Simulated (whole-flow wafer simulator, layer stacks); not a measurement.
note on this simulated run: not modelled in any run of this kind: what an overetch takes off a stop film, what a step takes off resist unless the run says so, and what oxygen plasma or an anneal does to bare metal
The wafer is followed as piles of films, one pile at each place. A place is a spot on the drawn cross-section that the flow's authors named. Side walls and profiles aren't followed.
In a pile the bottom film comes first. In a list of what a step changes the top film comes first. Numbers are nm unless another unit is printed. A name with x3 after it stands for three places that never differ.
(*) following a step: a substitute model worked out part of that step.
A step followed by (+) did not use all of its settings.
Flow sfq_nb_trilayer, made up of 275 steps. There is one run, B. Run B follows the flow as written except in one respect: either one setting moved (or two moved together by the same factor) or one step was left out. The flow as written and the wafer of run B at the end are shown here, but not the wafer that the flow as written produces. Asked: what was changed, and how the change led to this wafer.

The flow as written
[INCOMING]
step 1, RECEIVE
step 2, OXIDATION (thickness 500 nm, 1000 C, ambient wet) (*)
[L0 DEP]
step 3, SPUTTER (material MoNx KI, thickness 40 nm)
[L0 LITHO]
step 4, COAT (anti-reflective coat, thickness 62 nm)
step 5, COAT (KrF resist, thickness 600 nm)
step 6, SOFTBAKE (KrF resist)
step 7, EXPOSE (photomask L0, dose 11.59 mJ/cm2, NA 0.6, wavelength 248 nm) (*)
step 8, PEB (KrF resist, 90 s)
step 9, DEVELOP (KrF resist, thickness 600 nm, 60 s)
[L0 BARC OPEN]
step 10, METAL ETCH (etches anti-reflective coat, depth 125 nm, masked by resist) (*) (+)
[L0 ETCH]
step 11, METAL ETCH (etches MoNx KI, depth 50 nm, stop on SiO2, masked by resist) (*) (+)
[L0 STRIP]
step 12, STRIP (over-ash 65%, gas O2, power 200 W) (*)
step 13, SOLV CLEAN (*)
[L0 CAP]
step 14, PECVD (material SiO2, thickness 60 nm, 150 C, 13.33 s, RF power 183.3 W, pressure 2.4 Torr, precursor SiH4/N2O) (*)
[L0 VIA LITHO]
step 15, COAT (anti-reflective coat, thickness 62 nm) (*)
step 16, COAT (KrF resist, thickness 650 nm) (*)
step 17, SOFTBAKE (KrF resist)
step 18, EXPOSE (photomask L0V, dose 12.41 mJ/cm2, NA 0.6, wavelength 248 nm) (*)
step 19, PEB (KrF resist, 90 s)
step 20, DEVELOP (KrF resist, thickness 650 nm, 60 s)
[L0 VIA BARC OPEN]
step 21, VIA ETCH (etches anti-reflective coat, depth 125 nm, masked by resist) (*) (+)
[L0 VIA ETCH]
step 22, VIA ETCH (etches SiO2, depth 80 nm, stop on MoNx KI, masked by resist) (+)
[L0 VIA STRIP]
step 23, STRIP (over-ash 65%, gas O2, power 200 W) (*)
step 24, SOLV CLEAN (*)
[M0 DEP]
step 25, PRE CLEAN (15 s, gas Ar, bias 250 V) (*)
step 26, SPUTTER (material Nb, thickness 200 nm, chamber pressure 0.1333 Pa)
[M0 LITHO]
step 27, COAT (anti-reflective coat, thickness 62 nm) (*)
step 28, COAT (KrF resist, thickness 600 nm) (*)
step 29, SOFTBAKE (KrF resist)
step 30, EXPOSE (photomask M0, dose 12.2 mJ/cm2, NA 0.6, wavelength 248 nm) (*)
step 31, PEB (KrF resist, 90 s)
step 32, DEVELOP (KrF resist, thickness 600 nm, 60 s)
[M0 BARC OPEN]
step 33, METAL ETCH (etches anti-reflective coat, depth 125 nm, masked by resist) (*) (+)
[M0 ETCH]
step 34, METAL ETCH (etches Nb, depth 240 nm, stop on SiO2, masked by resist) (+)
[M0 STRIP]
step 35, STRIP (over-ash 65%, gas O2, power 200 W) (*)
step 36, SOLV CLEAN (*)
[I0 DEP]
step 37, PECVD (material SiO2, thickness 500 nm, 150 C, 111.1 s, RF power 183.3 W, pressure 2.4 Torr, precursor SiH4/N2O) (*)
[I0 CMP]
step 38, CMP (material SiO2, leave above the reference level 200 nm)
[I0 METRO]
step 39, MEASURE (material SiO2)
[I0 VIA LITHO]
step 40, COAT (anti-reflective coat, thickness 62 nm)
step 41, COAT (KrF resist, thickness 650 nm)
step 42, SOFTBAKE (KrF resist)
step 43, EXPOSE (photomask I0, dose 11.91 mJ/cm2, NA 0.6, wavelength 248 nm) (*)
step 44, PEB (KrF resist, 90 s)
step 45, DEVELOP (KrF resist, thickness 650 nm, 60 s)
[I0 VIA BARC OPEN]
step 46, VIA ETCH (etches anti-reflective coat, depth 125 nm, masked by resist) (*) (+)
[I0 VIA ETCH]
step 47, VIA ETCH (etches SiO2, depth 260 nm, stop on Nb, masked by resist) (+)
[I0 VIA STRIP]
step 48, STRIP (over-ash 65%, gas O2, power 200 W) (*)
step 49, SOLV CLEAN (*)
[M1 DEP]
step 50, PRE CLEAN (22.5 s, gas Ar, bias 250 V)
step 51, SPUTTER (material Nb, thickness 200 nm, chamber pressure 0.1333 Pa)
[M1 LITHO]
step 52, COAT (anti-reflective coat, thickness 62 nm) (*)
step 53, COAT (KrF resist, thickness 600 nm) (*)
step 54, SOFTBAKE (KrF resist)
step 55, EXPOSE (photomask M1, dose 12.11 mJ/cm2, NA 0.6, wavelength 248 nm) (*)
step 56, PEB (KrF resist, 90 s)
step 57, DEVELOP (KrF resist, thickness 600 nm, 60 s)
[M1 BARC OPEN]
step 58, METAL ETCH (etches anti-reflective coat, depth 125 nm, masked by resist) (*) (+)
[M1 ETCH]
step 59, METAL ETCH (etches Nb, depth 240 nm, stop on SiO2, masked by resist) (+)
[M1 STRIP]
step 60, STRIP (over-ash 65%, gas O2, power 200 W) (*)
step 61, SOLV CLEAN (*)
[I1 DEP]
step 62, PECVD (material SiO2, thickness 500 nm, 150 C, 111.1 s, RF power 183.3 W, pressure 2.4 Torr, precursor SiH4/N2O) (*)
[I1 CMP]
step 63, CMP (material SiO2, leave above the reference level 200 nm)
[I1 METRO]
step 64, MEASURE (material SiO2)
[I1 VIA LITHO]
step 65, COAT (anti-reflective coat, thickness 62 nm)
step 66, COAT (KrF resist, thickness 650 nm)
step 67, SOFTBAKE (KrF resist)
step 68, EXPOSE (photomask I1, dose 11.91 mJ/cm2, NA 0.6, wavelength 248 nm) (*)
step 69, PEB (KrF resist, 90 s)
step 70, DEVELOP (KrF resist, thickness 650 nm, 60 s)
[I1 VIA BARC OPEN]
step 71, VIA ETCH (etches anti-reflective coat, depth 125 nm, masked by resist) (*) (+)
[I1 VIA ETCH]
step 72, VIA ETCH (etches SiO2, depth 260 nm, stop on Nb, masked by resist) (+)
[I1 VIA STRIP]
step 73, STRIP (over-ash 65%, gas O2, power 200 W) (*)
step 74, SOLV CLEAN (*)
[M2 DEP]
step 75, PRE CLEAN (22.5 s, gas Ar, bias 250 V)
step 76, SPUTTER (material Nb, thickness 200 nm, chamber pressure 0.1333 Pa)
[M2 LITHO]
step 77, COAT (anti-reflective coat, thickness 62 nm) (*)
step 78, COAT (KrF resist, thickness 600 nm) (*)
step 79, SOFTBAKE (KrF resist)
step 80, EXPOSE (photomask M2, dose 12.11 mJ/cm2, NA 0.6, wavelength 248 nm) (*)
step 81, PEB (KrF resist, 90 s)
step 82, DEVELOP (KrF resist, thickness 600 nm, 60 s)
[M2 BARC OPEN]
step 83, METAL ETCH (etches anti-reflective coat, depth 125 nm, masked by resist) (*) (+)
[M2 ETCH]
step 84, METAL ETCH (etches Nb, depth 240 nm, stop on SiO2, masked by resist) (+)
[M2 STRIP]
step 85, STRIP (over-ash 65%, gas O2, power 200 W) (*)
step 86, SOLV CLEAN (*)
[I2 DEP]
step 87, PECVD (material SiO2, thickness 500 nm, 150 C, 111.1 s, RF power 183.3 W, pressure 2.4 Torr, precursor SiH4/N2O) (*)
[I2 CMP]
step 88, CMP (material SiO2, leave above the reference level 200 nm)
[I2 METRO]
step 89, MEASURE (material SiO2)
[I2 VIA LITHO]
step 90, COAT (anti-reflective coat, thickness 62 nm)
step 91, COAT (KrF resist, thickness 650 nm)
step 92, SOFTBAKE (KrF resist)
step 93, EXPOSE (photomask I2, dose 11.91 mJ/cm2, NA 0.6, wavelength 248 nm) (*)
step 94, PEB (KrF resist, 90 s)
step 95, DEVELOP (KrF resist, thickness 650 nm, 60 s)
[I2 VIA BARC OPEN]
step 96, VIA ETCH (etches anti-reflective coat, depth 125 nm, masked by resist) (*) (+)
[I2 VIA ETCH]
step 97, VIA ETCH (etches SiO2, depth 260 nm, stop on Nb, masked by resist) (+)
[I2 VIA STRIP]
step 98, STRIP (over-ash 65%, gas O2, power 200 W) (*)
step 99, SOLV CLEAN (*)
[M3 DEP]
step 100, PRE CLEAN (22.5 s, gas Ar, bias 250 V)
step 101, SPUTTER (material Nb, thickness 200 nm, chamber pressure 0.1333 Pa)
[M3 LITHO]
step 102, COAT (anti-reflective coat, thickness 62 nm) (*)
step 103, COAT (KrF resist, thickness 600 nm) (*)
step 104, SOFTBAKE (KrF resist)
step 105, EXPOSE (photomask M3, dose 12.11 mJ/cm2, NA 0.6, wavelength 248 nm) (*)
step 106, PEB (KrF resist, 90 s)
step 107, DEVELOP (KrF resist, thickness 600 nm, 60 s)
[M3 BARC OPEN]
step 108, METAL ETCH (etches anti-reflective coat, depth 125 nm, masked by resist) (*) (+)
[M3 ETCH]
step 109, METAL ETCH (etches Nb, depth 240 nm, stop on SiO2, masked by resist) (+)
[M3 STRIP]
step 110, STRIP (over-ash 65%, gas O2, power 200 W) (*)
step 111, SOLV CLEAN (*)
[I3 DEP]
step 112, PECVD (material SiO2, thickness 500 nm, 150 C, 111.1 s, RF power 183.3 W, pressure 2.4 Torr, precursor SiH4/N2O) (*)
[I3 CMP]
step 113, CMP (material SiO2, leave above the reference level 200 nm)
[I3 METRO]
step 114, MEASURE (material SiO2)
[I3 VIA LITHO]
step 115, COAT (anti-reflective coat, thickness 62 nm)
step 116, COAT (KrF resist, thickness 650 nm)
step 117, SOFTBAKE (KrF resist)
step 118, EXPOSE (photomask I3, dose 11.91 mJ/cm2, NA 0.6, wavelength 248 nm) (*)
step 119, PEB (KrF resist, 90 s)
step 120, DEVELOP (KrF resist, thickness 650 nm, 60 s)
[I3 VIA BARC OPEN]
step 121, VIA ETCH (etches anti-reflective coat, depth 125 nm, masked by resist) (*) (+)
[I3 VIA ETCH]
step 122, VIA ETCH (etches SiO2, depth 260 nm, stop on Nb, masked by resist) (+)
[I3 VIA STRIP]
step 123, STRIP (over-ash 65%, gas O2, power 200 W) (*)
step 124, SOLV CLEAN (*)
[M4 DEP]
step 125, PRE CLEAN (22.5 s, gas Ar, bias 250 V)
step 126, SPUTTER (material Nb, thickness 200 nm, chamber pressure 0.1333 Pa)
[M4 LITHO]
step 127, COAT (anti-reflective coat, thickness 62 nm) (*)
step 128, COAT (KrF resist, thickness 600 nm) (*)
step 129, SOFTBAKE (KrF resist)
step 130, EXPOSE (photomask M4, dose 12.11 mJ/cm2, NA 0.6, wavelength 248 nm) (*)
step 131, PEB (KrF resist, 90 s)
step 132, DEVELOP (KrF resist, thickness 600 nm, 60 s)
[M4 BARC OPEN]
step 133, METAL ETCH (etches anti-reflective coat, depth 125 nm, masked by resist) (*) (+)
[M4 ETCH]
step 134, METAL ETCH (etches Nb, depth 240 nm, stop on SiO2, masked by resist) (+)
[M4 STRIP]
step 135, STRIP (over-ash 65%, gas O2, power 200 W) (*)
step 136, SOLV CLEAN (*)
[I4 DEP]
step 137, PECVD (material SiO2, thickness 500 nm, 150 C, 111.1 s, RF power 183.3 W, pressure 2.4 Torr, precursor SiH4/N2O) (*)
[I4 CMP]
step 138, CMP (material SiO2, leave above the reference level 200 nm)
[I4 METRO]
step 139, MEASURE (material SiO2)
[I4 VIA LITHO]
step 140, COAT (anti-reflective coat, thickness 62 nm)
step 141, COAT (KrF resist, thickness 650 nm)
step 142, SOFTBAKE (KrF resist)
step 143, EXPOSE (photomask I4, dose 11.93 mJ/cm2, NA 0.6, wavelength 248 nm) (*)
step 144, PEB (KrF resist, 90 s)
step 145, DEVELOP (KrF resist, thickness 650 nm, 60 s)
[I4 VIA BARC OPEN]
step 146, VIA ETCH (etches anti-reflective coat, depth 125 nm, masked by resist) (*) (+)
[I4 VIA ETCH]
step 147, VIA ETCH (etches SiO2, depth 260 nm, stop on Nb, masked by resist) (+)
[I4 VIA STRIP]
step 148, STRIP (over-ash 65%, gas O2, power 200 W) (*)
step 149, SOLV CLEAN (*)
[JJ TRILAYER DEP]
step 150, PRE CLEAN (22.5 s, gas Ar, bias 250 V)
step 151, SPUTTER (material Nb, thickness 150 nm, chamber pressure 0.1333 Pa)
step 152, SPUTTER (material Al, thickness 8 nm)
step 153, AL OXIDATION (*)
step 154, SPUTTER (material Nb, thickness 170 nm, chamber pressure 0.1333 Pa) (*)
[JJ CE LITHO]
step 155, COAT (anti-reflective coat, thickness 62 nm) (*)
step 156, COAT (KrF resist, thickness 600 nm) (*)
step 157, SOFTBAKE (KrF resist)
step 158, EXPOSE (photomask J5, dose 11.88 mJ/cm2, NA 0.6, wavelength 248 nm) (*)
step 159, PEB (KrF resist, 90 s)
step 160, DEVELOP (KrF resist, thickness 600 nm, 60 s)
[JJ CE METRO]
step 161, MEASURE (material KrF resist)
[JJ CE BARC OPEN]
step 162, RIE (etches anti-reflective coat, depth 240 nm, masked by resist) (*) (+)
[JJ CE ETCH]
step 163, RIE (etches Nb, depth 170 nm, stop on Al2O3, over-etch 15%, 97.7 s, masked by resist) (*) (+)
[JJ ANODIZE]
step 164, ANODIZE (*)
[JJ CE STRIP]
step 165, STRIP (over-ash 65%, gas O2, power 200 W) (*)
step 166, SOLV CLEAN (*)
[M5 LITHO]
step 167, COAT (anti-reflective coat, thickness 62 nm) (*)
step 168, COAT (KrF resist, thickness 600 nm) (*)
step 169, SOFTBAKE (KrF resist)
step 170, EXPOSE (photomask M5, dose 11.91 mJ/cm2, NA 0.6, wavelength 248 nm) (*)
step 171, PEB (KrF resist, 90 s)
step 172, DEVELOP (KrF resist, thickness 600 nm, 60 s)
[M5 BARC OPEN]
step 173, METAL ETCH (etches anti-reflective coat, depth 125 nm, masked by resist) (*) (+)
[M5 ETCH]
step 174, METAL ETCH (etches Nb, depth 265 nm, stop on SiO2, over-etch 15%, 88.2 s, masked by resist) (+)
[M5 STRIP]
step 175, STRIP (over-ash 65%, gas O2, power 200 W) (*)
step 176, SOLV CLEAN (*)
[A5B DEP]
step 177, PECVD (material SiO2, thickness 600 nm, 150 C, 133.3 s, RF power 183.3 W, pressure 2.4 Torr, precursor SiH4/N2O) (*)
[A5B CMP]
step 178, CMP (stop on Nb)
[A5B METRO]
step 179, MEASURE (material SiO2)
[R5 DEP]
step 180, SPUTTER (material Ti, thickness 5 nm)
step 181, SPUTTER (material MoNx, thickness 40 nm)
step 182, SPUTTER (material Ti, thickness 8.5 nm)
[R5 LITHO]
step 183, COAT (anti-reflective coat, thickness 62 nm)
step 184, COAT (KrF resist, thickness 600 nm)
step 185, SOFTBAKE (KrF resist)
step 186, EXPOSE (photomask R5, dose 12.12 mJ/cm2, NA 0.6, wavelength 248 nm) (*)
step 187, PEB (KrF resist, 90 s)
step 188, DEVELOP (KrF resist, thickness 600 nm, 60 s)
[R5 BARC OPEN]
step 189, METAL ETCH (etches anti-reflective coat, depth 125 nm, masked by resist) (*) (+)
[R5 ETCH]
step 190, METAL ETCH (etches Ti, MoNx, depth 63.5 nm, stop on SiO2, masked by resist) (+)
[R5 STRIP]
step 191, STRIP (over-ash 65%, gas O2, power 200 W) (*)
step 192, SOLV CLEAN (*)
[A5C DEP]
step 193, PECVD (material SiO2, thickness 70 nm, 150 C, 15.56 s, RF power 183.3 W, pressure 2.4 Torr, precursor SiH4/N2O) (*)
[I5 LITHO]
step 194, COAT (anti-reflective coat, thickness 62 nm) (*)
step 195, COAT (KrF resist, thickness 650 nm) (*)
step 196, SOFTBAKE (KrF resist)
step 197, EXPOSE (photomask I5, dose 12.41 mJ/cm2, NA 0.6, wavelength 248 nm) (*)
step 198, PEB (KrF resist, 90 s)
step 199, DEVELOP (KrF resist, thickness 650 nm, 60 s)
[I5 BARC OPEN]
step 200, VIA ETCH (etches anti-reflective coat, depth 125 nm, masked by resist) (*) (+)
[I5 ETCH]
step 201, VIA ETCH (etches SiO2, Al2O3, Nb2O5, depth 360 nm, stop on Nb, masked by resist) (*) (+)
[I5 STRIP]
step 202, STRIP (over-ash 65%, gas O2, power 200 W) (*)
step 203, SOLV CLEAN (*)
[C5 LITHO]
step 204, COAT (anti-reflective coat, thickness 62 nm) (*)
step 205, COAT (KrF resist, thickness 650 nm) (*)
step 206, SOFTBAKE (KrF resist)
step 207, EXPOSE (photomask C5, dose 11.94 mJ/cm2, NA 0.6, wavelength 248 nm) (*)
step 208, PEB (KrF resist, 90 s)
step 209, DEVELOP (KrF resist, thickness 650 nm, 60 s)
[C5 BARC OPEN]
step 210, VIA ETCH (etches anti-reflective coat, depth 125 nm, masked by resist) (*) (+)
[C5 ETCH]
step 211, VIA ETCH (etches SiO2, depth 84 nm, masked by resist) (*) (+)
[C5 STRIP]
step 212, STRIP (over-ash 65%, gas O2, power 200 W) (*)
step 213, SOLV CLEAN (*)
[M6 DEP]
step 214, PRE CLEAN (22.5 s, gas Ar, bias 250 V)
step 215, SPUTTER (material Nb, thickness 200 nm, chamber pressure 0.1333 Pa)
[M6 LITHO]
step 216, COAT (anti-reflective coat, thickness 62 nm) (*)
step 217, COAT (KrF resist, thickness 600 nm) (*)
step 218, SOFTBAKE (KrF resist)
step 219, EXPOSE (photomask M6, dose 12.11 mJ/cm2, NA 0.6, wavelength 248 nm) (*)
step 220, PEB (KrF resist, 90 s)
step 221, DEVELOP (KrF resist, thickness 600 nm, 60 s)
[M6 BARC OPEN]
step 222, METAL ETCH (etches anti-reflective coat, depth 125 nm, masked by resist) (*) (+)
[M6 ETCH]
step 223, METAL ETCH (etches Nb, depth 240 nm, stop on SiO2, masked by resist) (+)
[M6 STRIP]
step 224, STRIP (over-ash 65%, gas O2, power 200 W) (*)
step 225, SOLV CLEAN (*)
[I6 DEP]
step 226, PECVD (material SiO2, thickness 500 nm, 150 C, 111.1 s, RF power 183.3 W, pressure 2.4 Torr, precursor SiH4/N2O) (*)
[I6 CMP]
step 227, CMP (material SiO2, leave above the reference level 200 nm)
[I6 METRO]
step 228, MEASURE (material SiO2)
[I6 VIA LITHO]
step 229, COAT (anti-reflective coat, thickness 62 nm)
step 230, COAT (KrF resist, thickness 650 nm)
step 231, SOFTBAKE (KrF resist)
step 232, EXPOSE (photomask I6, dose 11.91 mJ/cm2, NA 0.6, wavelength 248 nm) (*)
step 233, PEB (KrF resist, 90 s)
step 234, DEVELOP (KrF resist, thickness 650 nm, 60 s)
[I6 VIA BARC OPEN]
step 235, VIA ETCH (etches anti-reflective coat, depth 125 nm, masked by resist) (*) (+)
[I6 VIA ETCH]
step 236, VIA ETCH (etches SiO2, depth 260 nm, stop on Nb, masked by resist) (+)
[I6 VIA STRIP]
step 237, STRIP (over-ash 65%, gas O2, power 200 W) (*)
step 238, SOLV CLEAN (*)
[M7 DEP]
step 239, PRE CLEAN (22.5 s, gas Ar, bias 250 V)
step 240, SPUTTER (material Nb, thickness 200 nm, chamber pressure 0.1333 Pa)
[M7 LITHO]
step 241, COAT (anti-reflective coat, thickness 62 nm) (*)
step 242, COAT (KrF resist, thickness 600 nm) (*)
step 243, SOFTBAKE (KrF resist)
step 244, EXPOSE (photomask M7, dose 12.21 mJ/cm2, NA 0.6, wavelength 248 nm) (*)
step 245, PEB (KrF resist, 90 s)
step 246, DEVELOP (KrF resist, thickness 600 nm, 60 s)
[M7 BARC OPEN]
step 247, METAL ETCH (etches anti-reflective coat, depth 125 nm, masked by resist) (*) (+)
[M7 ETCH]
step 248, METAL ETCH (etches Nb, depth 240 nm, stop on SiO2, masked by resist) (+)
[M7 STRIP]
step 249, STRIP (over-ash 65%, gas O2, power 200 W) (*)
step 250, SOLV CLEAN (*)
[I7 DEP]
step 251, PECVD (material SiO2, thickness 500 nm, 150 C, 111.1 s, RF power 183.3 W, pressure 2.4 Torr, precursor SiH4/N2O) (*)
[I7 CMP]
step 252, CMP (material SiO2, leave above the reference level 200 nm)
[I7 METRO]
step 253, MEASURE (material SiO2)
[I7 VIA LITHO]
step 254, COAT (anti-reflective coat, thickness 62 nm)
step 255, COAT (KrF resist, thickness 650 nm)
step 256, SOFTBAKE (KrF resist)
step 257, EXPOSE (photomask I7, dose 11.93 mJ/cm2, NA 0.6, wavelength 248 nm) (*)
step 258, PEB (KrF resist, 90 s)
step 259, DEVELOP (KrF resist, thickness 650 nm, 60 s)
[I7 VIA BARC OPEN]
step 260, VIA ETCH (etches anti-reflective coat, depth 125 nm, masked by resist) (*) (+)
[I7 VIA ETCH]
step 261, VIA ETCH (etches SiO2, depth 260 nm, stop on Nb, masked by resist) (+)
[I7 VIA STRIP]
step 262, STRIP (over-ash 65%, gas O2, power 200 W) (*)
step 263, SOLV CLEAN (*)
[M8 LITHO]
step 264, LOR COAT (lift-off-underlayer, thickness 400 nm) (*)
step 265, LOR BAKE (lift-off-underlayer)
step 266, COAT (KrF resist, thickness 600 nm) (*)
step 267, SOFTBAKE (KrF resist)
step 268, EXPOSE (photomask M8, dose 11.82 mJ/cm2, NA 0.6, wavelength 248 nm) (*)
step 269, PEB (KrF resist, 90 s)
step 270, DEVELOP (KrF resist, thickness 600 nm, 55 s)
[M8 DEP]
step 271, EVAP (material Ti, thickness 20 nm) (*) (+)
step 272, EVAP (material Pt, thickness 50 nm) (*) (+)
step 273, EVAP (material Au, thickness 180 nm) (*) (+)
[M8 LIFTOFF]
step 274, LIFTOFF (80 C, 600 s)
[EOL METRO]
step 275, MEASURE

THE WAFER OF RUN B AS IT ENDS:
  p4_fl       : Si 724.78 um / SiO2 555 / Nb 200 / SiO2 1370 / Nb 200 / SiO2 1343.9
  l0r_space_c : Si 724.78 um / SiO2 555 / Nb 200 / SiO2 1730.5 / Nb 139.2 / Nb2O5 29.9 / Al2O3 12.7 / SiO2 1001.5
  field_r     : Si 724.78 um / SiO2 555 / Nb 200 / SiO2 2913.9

The reason: step 138, CMP: leave above the reference level 168 nm was run, while the flow as written has leave above the reference level 200 nm.

Step by step, how the change led to this:
  step 138, CMP (material SiO2, leave above the reference level 200 nm)
      field_l, be, be_sur and 55 more: SiO2 loses 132 (in the flow as written it would be: SiO2 loses 100)
      v_sur, via_wl, via_w and 35 more: SiO2 loses 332 (in the flow as written it would be: SiO2 loses 300)
      (as well as at 10 more places)
  step 147, VIA ETCH (etches SiO2, depth 260 nm, stop on Nb, masked by resist) (+)
      field_l, v_sur, via_sp and 100 more: KrF resist loses 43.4 (in the flow as written it would be: KrF resist loses 44.8)
      via_wl, via_w, via_wr: SiO2 loses 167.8 (all of it) (in the flow as written it would be: SiO2 loses 199.8 (all of it))
  step 151, SPUTTER (material Nb, thickness 150 nm, chamber pressure 0.1333 Pa)
      via_wl, via_w, via_wr: Nb gains 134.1 (in the flow as written it would be: Nb gains 130.4)
  step 154, SPUTTER (material Nb, thickness 170 nm, chamber pressure 0.1333 Pa) (*)
      via_wl, via_wr: Nb gains 146.2 (new film) (in the flow as written it would be: Nb gains 140.7 (new film))
      via_w: Nb gains 146.6 (new film) (in the flow as written it would be: Nb gains 141 (new film))
  step 155, COAT (anti-reflective coat, thickness 62 nm) (*)
      via_wl, via_wr: anti-reflective coat gains 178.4 (new film) (in the flow as written it would be: anti-reflective coat gains 209.4 (new film))
      v_sur: anti-reflective coat gains 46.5 (new film) (in the flow as written it would be: anti-reflective coat gains 45.1 (new film))
      (as well as at 1 more place)
  step 156, COAT (KrF resist, thickness 600 nm) (*)
      via_w: KrF resist gains 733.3 (new film) (in the flow as written it would be: KrF resist gains 763.8 (new film))
  step 160, DEVELOP (KrF resist, thickness 600 nm, 60 s)
      via_w: KrF resist loses 731.8 (all of it) (in the flow as written it would be: KrF resist loses 762.1 (all of it))
  step 162, RIE (etches anti-reflective coat, depth 240 nm, masked by resist) (*) (+)
      ce_l, c5j, ce_r, wl_jj: KrF resist loses 178.4 (in the flow as written it would be: KrF resist loses 209.4)
      via_wl, via_wr: anti-reflective coat loses 178.4 (all of it) (in the flow as written it would be: anti-reflective coat loses 209.4 (all of it))
      (as well as at 2 more places)
  step 163, RIE (etches Nb, depth 170 nm, stop on Al2O3, over-etch 15%, 97.7 s, masked by resist) (*) (+)
      via_wl, via_wr: Nb loses 146.2 (all of it), Al2O3 loses 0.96 (all of it) (in the flow as written it would be: Nb loses 140.7 (all of it), Al2O3 loses 0.96 (all of it))
      via_w: Nb loses 146.6 (all of it), Al2O3 loses 0.96 (all of it) (in the flow as written it would be: Nb loses 141 (all of it), Al2O3 loses 0.96 (all of it))
  step 165, STRIP (over-ash 65%, gas O2, power 200 W) (*)
      ce_l: KrF resist loses 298 (all of it), anti-reflective coat loses 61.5 (all of it) (in the flow as written it would be: KrF resist loses 266.8 (all of it), anti-reflective coat loses 61.4 (all of it))
      c5j: KrF resist loses 298 (all of it), anti-reflective coat loses 61.6 (all of it) (in the flow as written it would be: KrF resist loses 266.9 (all of it), anti-reflective coat loses 61.5 (all of it))
      (as well as at 2 more places)
  step 167, COAT (anti-reflective coat, thickness 62 nm) (*)
      v_sur: anti-reflective coat gains 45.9 (new film) (in the flow as written it would be: anti-reflective coat gains 44.9 (new film))
      via_wl: anti-reflective coat gains 146.6 (new film) (in the flow as written it would be: anti-reflective coat gains 170.5 (new film))
      (as well as at 3 more places)
  step 168, COAT (KrF resist, thickness 600 nm) (*)
      via_w: KrF resist gains 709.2 (new film) (in the flow as written it would be: KrF resist gains 732.6 (new film))
  step 175, STRIP (over-ash 65%, gas O2, power 200 W) (*)
      v_sur: KrF resist loses 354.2 (all of it), anti-reflective coat loses 45.9 (all of it) (in the flow as written it would be: KrF resist loses 349.2 (all of it), anti-reflective coat loses 44.9 (all of it))
      via_wl: KrF resist loses 423.7 (all of it), anti-reflective coat loses 146.6 (all of it) (in the flow as written it would be: KrF resist loses 427 (all of it), anti-reflective coat loses 170.5 (all of it))
      (as well as at 3 more places)
  step 178, CMP (stop on Nb)
      via_wl, via_wr: SiO2 loses 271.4 (in the flow as written it would be: SiO2 loses 235.7)
      via_w: SiO2 loses 270.9 (in the flow as written it would be: SiO2 loses 235.2)
